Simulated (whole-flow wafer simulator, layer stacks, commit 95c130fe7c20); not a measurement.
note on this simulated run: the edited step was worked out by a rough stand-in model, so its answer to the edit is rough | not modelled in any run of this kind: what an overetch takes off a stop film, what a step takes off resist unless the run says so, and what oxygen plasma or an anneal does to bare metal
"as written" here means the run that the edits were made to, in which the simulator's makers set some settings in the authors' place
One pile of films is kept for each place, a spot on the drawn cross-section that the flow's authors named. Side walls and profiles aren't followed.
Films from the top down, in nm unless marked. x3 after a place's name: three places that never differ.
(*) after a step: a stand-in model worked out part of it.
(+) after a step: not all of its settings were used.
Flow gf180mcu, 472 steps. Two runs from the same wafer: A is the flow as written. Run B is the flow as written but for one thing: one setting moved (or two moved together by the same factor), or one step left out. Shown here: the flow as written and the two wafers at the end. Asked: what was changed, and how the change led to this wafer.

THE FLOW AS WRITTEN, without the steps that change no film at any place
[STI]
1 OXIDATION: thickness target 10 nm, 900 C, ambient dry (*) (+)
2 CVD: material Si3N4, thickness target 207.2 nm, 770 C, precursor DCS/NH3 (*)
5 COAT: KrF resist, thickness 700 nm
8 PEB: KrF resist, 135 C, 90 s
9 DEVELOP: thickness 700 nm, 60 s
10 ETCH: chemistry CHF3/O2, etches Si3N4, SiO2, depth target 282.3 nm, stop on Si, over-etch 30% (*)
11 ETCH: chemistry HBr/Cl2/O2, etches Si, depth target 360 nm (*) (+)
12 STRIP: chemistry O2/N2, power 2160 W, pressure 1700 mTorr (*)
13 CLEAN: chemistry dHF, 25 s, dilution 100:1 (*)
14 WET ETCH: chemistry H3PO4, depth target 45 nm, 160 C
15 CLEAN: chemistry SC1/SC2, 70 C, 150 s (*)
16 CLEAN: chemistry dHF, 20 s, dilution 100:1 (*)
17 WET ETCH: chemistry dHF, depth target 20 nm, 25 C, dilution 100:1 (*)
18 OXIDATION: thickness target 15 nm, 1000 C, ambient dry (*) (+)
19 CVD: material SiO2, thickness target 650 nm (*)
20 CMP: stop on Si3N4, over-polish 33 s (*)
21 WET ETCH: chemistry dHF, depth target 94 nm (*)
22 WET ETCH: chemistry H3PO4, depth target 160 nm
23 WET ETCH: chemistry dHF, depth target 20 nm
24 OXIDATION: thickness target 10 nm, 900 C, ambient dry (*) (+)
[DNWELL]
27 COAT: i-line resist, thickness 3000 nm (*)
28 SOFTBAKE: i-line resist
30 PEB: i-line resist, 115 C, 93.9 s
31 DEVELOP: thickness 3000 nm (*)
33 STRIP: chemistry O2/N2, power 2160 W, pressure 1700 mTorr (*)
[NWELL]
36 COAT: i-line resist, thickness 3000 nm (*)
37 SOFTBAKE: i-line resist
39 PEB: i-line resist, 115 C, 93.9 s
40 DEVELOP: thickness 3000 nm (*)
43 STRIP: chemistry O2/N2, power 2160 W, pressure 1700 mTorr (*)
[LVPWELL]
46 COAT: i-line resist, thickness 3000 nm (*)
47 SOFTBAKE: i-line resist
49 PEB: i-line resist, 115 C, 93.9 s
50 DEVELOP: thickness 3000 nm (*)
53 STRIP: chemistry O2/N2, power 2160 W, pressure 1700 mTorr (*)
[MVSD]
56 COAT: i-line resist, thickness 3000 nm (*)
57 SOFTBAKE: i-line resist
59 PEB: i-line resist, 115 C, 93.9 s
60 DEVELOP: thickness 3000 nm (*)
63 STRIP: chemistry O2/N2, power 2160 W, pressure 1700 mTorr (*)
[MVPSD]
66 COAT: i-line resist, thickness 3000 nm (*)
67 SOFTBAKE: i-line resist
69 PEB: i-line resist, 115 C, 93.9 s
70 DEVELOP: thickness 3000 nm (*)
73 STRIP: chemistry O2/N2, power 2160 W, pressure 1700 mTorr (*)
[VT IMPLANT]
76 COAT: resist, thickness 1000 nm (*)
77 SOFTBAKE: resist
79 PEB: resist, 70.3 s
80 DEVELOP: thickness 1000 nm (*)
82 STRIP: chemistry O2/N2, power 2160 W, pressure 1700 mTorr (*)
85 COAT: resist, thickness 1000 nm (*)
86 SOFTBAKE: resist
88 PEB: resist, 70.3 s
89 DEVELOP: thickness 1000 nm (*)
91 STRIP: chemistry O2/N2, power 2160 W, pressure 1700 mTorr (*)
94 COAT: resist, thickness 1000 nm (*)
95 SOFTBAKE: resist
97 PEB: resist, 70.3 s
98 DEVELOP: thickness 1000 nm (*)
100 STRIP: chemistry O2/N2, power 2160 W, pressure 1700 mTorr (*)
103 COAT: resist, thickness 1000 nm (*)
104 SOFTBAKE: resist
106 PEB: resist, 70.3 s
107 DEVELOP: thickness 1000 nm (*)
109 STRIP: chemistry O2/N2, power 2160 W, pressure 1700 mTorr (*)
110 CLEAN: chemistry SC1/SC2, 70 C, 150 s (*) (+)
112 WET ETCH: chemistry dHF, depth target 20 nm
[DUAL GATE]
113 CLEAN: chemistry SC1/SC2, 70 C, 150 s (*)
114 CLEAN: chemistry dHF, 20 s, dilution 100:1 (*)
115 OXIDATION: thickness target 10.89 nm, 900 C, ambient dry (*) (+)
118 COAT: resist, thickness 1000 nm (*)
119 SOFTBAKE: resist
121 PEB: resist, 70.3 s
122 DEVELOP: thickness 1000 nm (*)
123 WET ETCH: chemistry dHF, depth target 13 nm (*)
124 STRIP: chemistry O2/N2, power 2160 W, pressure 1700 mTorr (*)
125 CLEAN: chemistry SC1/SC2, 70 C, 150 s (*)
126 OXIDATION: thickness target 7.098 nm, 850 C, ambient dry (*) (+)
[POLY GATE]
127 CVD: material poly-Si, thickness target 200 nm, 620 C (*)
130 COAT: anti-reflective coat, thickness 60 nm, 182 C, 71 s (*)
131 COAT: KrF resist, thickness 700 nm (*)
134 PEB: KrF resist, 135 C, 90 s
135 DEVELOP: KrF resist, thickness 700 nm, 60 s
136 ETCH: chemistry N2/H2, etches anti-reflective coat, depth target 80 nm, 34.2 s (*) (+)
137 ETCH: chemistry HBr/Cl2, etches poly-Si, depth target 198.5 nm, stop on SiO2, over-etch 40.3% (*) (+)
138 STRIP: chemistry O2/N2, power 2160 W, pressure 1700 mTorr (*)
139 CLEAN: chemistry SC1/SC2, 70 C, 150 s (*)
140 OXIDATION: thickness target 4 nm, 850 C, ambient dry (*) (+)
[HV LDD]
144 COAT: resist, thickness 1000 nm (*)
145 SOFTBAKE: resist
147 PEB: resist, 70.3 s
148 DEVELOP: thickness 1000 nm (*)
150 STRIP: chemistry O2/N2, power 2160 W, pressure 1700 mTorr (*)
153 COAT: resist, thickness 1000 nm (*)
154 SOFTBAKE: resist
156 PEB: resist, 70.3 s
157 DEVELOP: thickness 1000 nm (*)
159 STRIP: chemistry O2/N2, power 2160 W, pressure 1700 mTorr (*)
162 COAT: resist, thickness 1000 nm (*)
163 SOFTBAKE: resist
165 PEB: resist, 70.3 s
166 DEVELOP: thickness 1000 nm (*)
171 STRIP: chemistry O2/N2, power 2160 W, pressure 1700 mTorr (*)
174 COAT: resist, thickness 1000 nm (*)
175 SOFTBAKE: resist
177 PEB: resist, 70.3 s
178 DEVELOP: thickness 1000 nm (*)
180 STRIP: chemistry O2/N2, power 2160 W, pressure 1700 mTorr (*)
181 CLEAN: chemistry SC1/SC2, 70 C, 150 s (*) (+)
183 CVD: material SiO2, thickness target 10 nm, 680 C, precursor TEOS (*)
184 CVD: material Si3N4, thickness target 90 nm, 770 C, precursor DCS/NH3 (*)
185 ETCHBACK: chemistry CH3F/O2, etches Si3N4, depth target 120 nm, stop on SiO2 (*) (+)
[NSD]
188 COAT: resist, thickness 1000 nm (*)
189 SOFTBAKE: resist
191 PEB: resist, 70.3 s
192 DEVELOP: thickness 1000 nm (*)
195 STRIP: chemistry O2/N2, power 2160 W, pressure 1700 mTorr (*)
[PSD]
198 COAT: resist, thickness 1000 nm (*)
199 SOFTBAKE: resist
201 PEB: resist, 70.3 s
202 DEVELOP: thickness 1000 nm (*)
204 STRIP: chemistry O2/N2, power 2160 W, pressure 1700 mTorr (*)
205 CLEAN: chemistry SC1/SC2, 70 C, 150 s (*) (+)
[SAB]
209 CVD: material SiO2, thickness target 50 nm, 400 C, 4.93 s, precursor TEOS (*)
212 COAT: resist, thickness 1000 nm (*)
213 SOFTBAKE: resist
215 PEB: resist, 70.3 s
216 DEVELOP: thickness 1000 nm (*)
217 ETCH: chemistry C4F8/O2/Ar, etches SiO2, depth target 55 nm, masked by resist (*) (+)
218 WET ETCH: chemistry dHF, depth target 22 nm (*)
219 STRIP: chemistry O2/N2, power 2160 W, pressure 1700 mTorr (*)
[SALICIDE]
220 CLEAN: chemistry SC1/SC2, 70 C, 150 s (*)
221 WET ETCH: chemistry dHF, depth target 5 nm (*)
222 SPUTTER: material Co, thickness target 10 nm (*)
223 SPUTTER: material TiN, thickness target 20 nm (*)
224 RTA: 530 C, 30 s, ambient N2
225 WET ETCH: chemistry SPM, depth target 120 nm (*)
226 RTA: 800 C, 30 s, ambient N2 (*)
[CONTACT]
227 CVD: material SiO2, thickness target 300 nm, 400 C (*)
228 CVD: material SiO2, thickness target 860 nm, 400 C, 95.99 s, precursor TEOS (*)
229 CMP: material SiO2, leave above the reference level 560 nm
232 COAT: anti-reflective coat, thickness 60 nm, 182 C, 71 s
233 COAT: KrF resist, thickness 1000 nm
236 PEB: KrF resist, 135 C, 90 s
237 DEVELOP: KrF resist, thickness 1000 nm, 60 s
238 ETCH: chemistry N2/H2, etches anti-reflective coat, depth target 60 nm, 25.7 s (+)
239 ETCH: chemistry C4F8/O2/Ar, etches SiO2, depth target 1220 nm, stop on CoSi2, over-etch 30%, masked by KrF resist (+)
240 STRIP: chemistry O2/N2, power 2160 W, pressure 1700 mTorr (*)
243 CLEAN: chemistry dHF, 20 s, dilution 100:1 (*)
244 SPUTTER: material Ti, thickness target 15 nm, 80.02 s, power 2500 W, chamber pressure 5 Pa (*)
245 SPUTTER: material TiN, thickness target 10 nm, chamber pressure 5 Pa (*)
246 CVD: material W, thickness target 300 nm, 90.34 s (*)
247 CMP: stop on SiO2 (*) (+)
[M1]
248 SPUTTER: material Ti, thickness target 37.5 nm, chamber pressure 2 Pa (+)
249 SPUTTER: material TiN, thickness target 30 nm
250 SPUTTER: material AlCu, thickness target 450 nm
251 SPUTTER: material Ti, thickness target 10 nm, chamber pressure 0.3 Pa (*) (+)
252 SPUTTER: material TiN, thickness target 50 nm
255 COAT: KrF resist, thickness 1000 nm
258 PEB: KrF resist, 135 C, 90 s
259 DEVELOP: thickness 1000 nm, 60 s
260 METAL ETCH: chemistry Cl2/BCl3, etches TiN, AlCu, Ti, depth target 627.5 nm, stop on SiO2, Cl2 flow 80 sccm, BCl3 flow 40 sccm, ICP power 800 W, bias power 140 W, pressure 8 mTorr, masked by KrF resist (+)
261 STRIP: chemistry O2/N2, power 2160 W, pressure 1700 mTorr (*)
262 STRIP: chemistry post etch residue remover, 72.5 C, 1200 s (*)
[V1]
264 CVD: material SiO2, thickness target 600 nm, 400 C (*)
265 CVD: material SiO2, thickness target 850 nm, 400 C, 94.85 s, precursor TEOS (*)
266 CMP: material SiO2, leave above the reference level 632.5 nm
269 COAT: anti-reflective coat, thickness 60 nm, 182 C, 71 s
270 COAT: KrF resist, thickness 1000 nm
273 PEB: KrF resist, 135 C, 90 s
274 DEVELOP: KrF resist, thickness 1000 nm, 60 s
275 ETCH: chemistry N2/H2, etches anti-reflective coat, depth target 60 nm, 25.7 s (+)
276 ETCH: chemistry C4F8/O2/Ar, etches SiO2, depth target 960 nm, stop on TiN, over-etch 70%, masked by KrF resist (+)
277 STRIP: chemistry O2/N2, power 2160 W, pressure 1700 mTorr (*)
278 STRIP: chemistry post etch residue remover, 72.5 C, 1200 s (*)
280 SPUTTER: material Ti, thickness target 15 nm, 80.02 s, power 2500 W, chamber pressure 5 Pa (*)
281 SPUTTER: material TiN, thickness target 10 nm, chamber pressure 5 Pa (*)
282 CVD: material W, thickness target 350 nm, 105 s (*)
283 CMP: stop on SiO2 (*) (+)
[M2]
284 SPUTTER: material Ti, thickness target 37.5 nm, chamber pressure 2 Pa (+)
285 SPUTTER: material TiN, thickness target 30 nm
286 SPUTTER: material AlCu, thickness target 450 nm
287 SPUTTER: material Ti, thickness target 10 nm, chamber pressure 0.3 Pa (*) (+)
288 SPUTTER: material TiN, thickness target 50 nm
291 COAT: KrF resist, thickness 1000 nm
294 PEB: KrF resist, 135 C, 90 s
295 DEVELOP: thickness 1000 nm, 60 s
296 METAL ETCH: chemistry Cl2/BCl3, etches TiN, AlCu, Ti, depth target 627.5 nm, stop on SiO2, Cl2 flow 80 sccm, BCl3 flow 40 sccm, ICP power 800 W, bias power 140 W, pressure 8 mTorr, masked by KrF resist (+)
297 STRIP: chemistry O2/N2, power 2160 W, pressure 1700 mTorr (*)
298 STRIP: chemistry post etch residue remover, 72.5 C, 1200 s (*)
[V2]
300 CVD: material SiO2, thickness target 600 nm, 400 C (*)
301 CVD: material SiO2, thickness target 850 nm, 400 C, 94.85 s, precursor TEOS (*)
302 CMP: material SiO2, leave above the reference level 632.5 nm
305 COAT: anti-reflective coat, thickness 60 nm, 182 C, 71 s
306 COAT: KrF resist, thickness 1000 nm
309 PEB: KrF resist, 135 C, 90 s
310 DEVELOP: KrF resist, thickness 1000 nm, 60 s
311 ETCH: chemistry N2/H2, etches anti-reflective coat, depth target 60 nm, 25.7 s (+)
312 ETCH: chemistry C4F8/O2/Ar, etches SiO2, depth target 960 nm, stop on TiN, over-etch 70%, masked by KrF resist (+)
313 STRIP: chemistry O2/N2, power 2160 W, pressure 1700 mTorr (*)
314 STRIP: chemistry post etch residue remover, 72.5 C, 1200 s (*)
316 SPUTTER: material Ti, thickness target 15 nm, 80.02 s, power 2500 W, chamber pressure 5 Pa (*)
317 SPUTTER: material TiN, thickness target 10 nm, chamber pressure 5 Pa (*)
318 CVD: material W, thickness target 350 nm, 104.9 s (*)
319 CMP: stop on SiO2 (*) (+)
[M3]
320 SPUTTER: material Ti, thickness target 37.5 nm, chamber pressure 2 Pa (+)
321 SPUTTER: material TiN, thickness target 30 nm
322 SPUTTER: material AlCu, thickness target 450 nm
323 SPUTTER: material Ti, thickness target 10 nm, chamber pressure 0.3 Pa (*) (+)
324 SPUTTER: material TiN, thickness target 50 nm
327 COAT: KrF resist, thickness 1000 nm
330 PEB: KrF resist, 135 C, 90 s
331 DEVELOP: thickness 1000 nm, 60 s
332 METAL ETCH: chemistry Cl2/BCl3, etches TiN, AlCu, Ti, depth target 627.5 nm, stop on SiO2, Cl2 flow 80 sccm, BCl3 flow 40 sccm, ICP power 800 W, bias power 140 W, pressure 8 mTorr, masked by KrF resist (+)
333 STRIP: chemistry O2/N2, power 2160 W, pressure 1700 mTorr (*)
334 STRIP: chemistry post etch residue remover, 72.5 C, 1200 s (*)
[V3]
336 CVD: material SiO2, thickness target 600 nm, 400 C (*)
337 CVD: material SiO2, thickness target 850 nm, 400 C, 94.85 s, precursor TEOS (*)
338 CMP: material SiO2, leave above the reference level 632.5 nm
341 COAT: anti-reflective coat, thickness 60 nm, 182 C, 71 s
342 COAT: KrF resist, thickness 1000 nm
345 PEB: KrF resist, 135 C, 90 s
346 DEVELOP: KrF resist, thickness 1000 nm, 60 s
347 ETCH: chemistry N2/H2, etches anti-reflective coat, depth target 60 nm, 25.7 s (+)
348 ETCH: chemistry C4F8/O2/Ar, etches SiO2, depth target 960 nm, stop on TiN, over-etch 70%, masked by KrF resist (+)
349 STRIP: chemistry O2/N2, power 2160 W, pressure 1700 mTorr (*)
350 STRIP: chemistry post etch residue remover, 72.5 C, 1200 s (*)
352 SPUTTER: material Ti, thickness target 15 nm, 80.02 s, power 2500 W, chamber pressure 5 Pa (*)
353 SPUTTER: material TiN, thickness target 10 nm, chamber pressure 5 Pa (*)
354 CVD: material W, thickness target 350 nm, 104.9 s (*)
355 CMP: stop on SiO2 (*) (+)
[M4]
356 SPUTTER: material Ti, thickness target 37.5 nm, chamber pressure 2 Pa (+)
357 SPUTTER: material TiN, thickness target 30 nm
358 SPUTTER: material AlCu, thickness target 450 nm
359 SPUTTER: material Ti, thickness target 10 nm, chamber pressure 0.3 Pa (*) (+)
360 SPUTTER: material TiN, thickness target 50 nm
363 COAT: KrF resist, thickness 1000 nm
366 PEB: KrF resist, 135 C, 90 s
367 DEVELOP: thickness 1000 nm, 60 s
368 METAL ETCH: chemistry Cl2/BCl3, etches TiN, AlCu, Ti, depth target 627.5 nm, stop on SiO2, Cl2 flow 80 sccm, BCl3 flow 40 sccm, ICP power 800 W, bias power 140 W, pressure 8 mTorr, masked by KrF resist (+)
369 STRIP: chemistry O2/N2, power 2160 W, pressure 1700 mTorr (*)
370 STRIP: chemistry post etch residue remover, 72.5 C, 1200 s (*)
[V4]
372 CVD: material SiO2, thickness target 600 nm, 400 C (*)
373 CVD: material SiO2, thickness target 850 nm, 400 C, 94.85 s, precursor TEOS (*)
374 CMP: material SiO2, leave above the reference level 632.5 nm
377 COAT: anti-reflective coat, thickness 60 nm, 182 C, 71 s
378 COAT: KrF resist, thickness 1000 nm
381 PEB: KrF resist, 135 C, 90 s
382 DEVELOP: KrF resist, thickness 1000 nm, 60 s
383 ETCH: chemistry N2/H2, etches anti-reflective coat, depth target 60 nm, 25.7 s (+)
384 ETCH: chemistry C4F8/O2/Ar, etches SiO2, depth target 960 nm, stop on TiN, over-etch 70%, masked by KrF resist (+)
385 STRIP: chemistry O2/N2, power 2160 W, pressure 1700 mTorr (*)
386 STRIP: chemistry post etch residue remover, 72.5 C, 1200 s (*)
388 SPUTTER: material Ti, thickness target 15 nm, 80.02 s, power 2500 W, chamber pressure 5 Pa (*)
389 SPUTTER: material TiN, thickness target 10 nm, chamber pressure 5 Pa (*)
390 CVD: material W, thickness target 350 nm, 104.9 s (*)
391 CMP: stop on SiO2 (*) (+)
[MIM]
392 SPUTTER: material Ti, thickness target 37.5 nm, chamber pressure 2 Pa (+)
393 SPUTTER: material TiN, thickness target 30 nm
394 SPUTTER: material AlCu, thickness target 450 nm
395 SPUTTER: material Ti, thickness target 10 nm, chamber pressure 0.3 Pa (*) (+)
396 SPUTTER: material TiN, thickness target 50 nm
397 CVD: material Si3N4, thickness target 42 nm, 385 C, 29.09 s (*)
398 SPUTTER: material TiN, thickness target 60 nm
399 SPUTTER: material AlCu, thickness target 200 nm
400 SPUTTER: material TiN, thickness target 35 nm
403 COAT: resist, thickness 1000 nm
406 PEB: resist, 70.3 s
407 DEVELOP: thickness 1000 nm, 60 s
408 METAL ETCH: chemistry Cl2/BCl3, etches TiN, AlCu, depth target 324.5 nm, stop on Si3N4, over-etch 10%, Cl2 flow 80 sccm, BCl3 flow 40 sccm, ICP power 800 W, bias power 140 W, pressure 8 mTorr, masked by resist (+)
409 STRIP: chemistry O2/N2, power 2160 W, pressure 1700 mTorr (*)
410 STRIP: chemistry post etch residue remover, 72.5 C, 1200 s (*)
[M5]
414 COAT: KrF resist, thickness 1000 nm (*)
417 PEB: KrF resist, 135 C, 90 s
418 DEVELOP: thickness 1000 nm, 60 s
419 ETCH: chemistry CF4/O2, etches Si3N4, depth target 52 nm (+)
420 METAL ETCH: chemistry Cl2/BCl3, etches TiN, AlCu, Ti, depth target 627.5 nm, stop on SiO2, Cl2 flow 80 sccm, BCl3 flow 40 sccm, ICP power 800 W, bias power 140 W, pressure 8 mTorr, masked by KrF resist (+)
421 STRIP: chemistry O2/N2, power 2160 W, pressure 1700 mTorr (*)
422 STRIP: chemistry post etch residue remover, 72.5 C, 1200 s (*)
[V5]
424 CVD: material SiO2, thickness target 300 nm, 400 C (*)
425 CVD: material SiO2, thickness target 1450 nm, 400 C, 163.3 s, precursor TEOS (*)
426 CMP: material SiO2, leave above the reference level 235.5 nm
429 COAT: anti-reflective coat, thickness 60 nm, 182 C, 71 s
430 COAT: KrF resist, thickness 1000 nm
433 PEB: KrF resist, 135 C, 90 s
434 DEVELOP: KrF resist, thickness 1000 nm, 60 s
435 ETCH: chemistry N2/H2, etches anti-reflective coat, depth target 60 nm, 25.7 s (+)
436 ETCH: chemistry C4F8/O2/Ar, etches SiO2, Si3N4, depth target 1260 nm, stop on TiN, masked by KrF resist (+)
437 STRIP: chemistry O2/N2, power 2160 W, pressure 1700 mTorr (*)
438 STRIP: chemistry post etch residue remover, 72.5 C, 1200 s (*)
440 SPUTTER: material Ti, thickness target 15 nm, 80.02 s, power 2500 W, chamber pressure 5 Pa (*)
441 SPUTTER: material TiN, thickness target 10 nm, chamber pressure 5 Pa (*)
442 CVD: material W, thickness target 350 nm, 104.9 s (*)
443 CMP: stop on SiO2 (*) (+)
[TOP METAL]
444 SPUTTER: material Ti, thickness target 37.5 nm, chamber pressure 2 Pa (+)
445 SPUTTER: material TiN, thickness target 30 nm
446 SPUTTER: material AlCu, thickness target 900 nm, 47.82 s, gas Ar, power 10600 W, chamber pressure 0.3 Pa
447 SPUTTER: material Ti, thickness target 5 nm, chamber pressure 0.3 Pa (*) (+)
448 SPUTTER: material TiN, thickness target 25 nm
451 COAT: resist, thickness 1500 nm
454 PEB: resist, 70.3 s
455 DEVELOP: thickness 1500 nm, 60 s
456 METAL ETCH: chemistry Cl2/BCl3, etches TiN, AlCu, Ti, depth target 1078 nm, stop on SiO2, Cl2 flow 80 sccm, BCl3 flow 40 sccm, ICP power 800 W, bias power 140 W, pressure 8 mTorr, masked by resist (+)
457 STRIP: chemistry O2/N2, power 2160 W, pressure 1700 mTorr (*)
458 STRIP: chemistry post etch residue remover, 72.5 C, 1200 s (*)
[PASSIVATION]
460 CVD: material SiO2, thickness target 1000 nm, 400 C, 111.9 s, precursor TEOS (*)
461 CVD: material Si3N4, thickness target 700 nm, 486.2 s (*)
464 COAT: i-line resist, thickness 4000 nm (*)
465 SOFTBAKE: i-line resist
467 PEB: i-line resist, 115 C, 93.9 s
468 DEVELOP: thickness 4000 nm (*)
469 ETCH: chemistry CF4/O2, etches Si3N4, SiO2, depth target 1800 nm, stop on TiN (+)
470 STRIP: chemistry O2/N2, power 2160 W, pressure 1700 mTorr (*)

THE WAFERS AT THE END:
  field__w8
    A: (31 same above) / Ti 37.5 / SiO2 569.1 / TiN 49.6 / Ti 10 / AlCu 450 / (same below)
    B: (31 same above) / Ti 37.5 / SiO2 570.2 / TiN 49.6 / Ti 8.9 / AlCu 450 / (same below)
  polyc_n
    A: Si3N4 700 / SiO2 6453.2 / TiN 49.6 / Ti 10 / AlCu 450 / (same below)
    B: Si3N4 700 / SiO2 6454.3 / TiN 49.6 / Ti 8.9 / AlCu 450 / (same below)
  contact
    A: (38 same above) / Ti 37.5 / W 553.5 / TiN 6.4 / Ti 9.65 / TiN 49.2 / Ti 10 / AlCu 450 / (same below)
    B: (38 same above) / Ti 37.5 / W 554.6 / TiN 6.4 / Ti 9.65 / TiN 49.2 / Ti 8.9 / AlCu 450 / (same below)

The cause: step 251, SPUTTER: thickness target 8.9 nm was run, where the flow has thickness target 10 nm.
It can be read off the wafer: field__w8 has Ti 8.9, and step 251 as written asks for 10 nm.

How the change led to this, step by step:
  251 SPUTTER: material Ti, thickness target 10 nm, chamber pressure 0.3 Pa (*) (+)
      field, field__w1, field__w2 and 108 more: A Ti +10 (new film) | B Ti +8.9 (new film)
  260 METAL ETCH: chemistry Cl2/BCl3, etches TiN, AlCu, Ti, depth target 627.5 nm, stop on SiO2, Cl2 flow 80 sccm, BCl3 flow 40 sccm, ICP power 800 W, bias power 140 W, pressure 8 mTorr, masked by KrF resist (+)
      field, field__w1, field__w2 and 99 more: A TiN -50 (all of it), Ti -10 (all of it), AlCu -450 (all of it), TiN -30 (all of it), Ti -37.5 (all of it) | B TiN -50 (all of it), Ti -8.9 (all of it), AlCu -450 (all of it), TiN -30 (all of it), Ti -37.5 (all of it)
